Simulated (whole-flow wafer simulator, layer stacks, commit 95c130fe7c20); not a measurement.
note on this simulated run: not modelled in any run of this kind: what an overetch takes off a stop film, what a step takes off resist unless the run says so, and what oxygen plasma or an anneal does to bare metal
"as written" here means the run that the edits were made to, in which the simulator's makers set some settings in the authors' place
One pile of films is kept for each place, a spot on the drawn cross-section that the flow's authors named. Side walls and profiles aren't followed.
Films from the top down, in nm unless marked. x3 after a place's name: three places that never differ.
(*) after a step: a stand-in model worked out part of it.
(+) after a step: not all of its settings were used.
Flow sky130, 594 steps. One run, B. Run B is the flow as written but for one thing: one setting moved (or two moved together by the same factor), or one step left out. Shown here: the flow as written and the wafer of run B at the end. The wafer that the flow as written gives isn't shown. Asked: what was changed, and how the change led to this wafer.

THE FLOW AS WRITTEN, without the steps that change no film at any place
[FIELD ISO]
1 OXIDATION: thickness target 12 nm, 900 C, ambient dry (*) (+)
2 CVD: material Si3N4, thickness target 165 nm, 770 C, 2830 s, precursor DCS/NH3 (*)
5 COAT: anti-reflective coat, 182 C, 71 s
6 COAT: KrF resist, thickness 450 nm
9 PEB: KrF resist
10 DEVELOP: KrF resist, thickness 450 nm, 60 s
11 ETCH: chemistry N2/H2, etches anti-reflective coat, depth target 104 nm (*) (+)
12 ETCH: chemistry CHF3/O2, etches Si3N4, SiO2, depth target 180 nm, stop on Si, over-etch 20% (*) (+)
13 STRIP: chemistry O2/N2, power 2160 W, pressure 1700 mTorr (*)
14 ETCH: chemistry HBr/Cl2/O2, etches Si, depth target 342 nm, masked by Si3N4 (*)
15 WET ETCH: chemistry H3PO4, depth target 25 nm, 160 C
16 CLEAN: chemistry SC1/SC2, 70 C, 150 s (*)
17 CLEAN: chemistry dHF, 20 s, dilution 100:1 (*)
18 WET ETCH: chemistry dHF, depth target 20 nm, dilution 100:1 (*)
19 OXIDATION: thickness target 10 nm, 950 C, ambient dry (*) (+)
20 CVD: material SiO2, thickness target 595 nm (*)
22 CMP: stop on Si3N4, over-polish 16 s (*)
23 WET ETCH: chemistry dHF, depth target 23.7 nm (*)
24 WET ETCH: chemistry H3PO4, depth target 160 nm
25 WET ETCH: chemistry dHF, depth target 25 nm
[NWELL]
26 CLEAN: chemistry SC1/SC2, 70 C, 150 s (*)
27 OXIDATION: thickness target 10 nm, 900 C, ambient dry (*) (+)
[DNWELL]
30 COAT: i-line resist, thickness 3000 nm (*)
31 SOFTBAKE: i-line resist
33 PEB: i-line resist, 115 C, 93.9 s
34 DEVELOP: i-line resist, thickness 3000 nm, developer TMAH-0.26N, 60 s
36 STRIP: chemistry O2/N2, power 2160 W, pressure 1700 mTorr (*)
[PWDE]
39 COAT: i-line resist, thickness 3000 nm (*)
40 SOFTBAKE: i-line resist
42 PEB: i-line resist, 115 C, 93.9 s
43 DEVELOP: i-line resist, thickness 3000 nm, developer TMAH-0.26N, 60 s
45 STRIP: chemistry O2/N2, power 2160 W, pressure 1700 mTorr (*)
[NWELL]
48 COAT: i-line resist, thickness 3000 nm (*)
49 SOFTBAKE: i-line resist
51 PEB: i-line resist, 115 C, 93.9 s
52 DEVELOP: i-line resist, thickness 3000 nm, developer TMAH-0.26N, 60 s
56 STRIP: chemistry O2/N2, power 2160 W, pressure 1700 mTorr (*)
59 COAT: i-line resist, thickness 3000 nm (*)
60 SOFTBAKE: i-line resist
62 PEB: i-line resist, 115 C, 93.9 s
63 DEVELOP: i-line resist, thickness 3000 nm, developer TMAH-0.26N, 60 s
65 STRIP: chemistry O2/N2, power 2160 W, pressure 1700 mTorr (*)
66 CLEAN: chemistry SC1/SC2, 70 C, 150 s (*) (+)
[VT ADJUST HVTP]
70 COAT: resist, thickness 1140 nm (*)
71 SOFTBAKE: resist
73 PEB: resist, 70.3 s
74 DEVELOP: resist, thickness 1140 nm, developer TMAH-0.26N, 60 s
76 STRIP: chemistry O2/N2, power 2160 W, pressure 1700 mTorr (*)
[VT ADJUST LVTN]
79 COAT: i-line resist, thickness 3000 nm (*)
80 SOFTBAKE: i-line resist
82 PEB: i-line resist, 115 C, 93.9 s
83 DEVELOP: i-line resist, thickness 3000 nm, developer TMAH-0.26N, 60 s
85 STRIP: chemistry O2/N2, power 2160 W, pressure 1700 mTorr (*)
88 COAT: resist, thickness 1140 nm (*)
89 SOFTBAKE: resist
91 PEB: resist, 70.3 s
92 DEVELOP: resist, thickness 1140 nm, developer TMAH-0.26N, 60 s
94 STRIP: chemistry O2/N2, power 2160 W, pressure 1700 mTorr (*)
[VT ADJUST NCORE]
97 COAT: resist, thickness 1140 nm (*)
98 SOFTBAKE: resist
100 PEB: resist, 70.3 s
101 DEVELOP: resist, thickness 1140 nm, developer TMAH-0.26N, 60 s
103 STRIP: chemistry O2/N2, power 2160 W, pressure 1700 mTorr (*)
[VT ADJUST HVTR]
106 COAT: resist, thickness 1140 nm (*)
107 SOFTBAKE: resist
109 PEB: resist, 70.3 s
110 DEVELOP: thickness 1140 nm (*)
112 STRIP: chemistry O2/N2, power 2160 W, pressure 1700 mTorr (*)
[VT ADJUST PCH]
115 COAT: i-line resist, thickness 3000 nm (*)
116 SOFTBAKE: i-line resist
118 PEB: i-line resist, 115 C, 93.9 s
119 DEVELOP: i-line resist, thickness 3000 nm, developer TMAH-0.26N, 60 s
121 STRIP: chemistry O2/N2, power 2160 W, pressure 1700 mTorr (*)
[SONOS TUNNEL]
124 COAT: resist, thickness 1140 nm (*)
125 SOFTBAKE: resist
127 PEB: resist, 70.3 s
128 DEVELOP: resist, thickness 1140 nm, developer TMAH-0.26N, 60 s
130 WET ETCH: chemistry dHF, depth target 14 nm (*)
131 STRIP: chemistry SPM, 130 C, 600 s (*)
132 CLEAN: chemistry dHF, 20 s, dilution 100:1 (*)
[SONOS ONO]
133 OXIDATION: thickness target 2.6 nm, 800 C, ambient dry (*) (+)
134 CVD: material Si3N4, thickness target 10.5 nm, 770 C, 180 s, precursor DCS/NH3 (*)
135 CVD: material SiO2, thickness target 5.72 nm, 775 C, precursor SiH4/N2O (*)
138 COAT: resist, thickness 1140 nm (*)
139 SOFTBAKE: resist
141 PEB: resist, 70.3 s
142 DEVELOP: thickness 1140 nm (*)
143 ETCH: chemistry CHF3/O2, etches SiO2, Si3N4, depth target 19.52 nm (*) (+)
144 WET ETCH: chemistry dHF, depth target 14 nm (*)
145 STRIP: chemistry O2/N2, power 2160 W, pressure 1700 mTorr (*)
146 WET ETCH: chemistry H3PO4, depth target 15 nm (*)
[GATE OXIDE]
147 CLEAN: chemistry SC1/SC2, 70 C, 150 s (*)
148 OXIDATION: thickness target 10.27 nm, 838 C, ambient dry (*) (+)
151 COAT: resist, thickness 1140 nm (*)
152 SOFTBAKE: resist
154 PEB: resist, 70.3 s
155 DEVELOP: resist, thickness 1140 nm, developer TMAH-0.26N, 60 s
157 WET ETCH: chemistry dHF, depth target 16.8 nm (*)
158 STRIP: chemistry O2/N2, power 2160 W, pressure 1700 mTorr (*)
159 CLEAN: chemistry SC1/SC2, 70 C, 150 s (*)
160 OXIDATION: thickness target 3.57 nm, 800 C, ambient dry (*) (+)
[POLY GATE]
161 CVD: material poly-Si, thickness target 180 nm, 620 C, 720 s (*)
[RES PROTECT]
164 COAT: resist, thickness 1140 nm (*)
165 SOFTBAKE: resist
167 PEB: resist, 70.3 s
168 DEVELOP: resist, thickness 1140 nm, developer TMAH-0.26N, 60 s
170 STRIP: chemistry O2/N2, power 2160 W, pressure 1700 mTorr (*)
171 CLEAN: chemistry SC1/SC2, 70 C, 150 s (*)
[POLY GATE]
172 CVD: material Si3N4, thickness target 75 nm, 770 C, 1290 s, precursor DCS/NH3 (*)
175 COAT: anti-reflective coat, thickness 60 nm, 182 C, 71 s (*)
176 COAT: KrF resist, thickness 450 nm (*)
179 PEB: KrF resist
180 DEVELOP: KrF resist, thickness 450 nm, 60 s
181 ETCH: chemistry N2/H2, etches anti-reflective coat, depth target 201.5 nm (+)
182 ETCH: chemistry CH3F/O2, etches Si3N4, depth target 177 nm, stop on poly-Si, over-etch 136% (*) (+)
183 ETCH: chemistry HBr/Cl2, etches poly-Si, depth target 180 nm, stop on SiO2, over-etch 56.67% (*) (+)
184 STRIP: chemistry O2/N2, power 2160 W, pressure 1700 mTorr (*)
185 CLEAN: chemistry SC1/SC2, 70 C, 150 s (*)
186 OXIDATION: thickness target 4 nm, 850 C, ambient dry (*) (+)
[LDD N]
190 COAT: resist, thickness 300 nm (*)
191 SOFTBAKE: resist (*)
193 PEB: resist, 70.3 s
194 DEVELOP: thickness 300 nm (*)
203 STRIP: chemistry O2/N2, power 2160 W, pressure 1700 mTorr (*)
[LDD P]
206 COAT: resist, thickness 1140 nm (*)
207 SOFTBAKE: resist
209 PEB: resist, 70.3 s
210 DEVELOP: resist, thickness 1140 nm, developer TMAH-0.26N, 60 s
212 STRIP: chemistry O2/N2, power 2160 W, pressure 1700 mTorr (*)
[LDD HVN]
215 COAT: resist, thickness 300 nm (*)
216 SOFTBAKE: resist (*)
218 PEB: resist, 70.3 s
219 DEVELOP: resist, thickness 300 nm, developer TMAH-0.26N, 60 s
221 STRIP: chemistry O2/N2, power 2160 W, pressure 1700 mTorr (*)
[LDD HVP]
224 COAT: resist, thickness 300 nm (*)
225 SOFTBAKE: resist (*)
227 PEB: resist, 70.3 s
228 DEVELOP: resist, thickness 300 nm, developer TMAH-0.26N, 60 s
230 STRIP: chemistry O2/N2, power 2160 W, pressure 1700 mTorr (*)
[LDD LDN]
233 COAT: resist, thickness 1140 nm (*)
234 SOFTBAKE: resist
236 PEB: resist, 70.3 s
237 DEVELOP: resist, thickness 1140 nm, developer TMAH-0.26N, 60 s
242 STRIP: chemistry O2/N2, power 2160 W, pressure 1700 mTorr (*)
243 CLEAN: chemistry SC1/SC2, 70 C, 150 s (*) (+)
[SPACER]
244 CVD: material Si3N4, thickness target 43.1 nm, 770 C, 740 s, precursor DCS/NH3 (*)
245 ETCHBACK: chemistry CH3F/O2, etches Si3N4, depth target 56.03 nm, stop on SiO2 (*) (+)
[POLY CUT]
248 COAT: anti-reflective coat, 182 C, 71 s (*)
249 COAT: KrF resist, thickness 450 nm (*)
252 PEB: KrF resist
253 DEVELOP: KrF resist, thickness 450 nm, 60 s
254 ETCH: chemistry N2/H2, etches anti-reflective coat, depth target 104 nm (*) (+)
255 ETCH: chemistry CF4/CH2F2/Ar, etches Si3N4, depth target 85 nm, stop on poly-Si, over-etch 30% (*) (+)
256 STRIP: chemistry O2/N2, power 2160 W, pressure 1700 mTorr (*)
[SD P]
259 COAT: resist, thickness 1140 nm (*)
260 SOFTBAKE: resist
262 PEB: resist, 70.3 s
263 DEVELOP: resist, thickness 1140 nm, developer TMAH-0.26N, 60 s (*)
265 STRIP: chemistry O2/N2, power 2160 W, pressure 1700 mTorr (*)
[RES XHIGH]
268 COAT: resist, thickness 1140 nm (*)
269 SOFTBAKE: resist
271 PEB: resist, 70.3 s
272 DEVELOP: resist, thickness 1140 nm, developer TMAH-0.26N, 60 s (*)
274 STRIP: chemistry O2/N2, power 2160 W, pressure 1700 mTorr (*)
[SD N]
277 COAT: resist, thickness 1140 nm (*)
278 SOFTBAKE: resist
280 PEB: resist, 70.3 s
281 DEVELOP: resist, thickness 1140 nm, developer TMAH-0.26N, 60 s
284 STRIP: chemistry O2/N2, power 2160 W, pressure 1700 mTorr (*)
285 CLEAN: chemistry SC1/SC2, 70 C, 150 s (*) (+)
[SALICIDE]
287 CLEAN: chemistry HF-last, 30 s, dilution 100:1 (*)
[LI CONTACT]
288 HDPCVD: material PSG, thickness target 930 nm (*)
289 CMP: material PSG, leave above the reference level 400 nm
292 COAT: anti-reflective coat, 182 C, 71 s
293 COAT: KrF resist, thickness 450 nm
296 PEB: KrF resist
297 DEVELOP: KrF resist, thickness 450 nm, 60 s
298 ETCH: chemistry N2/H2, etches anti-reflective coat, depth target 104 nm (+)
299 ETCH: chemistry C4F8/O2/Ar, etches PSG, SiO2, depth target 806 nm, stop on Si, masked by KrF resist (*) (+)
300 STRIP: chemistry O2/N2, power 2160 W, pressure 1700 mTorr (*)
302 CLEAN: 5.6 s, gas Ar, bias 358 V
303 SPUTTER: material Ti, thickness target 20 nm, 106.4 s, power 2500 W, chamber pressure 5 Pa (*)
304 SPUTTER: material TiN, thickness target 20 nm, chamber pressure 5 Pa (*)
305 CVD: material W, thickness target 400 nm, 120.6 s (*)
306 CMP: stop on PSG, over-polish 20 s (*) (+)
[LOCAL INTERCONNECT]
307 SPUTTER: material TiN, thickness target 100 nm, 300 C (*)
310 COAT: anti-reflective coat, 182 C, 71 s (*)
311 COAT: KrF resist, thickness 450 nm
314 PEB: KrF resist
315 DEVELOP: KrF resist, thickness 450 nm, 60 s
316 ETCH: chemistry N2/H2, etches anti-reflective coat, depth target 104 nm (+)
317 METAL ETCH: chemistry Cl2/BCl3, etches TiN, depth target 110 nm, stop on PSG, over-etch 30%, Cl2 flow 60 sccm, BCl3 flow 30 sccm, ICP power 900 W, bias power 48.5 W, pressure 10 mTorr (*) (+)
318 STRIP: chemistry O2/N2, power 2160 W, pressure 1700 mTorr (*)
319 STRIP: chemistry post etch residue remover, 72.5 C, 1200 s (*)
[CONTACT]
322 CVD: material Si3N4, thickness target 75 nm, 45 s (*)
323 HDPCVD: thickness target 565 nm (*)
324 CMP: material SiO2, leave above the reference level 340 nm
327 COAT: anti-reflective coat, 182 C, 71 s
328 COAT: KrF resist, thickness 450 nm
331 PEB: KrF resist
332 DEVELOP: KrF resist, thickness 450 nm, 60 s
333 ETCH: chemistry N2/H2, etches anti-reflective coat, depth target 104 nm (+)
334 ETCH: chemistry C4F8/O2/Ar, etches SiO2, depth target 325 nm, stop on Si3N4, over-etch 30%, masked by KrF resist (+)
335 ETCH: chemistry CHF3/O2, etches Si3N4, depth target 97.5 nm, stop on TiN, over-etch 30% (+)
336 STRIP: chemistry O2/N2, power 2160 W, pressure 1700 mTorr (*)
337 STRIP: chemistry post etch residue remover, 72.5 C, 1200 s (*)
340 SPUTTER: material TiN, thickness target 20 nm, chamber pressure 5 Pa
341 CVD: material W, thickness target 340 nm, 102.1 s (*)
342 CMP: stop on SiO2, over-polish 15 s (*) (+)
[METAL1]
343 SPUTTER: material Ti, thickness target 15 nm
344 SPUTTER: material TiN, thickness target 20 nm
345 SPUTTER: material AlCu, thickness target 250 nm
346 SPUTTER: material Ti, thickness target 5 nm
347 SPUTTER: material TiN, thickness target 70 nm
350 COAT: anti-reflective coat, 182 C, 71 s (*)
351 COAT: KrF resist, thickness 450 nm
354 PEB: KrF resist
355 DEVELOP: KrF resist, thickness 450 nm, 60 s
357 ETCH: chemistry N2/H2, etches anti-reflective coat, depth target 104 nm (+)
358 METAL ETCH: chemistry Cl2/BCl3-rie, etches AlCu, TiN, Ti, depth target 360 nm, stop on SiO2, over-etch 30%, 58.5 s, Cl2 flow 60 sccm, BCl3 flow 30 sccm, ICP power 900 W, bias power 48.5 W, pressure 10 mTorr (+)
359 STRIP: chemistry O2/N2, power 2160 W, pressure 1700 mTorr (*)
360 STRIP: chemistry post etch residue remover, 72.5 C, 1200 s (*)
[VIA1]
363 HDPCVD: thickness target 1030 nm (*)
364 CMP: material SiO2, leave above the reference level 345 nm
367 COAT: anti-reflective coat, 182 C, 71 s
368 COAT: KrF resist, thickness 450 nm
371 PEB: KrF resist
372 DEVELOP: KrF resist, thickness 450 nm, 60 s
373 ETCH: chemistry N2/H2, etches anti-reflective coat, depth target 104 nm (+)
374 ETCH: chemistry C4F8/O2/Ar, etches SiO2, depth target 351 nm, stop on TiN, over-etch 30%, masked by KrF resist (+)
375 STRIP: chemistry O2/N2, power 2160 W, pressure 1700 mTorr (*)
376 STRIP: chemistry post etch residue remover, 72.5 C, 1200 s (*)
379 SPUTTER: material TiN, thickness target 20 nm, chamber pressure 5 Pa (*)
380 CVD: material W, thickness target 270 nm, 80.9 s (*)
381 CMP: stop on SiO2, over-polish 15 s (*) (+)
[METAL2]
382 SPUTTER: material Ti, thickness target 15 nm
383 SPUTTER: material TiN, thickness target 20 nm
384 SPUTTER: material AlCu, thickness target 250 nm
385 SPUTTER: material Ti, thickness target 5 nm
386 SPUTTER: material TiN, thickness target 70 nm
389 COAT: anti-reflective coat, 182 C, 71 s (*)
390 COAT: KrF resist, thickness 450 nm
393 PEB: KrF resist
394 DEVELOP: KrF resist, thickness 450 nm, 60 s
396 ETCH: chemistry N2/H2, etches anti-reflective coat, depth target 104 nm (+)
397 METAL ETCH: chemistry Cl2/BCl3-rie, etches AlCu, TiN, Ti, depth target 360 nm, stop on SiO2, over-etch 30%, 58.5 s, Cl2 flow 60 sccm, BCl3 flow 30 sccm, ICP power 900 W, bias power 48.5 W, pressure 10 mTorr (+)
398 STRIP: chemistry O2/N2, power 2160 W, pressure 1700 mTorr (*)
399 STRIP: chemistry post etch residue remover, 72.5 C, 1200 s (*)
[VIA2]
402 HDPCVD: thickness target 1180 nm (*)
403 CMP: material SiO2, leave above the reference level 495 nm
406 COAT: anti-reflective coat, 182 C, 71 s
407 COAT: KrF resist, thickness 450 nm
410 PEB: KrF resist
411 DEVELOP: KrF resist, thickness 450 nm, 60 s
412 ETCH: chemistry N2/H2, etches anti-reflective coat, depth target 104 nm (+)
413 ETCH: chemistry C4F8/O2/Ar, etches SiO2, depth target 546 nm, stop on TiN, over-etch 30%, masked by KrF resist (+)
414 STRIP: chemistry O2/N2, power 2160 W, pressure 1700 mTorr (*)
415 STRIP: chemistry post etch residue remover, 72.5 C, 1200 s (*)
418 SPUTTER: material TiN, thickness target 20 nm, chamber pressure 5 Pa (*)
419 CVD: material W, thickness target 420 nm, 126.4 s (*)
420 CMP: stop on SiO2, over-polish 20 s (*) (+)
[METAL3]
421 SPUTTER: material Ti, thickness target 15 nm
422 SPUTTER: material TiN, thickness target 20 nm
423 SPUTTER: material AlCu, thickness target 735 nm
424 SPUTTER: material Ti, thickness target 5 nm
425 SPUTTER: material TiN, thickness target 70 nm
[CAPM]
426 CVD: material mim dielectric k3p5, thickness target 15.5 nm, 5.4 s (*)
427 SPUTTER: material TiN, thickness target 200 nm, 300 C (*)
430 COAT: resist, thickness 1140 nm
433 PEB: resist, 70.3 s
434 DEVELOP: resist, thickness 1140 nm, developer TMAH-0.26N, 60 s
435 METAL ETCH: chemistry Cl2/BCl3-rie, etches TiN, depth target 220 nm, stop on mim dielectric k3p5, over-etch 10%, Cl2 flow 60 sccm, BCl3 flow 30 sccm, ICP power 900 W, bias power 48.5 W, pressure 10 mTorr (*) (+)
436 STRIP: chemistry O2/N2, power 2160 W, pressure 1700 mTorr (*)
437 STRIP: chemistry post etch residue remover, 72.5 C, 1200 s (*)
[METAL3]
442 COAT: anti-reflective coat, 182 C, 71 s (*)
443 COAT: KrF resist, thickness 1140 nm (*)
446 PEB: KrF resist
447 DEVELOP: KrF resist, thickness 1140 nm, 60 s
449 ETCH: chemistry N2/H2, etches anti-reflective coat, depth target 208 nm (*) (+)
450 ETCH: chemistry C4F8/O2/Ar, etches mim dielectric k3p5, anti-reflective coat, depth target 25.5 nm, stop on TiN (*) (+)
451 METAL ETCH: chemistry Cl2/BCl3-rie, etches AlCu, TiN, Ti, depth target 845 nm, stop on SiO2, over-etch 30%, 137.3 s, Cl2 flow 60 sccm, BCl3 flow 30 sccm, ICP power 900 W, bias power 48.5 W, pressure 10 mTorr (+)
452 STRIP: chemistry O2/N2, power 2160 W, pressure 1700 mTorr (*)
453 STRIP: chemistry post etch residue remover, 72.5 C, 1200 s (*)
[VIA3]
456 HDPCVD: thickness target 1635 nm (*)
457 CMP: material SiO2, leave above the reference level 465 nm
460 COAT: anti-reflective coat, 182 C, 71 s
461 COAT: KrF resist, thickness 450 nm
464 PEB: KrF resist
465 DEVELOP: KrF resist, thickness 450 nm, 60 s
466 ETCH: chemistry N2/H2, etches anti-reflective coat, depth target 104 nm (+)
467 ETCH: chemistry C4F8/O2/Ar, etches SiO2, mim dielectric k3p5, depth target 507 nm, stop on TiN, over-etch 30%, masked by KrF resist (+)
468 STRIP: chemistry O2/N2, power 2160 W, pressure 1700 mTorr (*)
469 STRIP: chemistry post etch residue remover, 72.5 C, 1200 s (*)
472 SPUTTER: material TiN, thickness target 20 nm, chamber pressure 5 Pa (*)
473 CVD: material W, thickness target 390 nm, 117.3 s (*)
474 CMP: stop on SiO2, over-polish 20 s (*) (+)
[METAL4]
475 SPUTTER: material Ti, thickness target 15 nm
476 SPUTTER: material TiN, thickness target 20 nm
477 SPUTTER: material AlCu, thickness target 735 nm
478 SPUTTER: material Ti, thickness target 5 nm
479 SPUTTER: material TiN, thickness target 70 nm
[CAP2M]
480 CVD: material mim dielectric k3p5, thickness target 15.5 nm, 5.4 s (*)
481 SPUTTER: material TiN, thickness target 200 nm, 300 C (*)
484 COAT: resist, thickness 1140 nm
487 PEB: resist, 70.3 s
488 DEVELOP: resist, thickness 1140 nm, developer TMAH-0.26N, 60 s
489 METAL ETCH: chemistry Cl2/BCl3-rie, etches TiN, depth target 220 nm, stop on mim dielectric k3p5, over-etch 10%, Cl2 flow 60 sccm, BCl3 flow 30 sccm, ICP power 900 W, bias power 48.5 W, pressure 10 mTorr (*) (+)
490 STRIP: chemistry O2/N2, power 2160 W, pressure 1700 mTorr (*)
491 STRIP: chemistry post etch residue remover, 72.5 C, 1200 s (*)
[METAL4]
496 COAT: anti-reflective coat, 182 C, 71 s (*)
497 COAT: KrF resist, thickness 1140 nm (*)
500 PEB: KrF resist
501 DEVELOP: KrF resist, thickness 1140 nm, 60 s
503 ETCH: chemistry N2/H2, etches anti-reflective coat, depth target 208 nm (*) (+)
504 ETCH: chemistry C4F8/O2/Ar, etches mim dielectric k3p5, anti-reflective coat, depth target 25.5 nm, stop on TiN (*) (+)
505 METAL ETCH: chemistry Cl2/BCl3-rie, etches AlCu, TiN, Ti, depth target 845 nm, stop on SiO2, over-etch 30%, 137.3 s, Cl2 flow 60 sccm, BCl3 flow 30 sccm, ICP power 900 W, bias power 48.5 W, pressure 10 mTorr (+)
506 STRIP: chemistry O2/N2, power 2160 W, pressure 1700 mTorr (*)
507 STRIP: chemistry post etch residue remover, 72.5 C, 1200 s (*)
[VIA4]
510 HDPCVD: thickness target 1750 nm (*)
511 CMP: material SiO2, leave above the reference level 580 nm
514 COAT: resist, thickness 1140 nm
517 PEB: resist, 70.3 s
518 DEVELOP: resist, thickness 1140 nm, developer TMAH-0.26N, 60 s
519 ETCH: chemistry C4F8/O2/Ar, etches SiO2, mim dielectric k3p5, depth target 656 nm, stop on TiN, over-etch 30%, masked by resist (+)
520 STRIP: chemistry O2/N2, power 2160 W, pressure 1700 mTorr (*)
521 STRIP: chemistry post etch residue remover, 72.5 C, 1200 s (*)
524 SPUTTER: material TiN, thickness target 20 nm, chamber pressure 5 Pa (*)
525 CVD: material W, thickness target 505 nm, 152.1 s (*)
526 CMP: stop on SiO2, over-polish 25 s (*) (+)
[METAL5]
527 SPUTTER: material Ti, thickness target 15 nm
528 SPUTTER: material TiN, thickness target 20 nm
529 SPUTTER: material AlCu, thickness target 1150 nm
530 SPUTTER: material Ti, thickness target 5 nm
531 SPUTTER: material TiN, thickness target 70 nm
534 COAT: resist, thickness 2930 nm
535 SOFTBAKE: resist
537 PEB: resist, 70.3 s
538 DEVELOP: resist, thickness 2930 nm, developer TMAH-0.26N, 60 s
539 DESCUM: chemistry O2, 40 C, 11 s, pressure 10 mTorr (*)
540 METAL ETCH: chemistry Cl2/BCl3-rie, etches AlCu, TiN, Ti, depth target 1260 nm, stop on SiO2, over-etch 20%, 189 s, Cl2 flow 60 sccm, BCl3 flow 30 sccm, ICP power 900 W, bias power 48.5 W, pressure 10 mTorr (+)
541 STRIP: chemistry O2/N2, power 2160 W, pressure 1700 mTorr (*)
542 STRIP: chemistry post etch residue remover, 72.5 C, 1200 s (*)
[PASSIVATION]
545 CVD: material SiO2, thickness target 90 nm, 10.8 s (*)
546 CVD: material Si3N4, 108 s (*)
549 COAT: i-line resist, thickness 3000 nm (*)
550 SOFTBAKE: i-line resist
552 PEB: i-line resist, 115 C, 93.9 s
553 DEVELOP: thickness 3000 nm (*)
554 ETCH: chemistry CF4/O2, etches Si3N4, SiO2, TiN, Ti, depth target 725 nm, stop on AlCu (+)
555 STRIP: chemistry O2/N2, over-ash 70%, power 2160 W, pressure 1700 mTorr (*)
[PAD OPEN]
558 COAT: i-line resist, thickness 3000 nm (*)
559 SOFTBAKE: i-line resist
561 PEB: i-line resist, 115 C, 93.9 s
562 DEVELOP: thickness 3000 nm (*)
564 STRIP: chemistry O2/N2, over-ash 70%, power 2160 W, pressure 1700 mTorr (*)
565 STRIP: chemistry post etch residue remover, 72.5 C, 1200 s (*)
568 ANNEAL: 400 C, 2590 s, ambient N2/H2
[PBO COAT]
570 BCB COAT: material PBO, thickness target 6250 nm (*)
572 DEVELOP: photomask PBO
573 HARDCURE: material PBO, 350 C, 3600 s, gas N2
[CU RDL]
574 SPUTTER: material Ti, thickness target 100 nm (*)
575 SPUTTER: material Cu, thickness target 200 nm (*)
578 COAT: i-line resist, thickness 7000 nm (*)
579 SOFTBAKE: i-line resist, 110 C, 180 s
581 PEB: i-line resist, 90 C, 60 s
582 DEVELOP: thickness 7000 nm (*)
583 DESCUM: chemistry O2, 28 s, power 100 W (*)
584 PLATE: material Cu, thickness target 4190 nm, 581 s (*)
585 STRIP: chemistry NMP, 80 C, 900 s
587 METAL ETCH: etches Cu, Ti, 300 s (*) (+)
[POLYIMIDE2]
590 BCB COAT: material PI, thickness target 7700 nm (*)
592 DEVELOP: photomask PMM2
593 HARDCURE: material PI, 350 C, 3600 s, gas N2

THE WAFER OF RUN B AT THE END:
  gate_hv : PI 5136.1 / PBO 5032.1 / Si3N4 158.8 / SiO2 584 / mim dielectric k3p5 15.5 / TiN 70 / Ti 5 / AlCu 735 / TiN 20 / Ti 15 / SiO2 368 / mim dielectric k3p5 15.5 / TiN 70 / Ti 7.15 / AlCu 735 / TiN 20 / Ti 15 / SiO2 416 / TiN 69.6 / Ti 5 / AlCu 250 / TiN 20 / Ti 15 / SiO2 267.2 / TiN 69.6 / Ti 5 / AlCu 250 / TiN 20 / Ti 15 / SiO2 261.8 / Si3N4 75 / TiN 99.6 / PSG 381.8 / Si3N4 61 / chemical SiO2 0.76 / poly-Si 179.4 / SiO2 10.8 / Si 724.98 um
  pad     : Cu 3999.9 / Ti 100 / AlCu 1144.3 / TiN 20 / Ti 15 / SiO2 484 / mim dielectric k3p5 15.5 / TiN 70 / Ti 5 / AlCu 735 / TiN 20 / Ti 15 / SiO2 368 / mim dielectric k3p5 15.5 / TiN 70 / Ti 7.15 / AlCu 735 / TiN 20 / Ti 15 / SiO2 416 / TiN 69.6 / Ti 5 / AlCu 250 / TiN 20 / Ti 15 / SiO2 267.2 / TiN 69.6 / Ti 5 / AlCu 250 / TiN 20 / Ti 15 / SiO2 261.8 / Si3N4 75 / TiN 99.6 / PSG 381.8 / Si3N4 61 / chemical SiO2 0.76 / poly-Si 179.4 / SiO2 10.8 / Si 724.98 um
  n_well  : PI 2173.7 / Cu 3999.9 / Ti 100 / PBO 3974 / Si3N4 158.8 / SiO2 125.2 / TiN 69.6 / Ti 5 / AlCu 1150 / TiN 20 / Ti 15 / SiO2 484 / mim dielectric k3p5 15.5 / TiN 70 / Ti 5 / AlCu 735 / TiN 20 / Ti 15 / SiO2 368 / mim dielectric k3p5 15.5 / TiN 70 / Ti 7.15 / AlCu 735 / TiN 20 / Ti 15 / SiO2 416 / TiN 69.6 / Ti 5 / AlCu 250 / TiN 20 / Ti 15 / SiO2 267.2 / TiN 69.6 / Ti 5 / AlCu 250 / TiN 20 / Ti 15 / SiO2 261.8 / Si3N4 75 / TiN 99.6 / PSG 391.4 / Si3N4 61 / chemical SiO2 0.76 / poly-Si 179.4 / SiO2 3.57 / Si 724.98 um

The cause: step 424, SPUTTER: thickness target 7.15 nm was run, where the flow has thickness target 5 nm.
It can be read off the wafer: gate_hv has Ti 7.15, and step 424 as written asks for 5 nm.

How the change led to this, step by step:
  424 SPUTTER: material Ti, thickness target 5 nm
      field, active, n_well and 188 more: Ti +7.15 (new film) (as written it would be: Ti +5 (new film))
  451 METAL ETCH: chemistry Cl2/BCl3-rie, etches AlCu, TiN, Ti, depth target 845 nm, stop on SiO2, over-etch 30%, 137.3 s, Cl2 flow 60 sccm, BCl3 flow 30 sccm, ICP power 900 W, bias power 48.5 W, pressure 10 mTorr (+)
      field, gate, spacer and 68 more: TiN -70 (all of it), Ti -7.15 (all of it), AlCu -735 (all of it), TiN -20 (all of it), Ti -15 (all of it), SiO2 -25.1 (as written it would be: TiN -70 (all of it), Ti -5 (all of it), AlCu -735 (all of it), TiN -20 (all of it), Ti -15 (all of it), SiO2 -25.4)
      active, vpp_ln, vpp_iso2 and 11 more: TiN -70 (all of it), Ti -7.15 (all of it), AlCu -735 (all of it), TiN -20 (all of it), Ti -15 (all of it), SiO2 -25.1 (as written it would be: TiN -70 (all of it), Ti -5 (all of it), AlCu -735 (all of it), TiN -20 (all of it), Ti -15 (all of it), SiO2 -25.3)
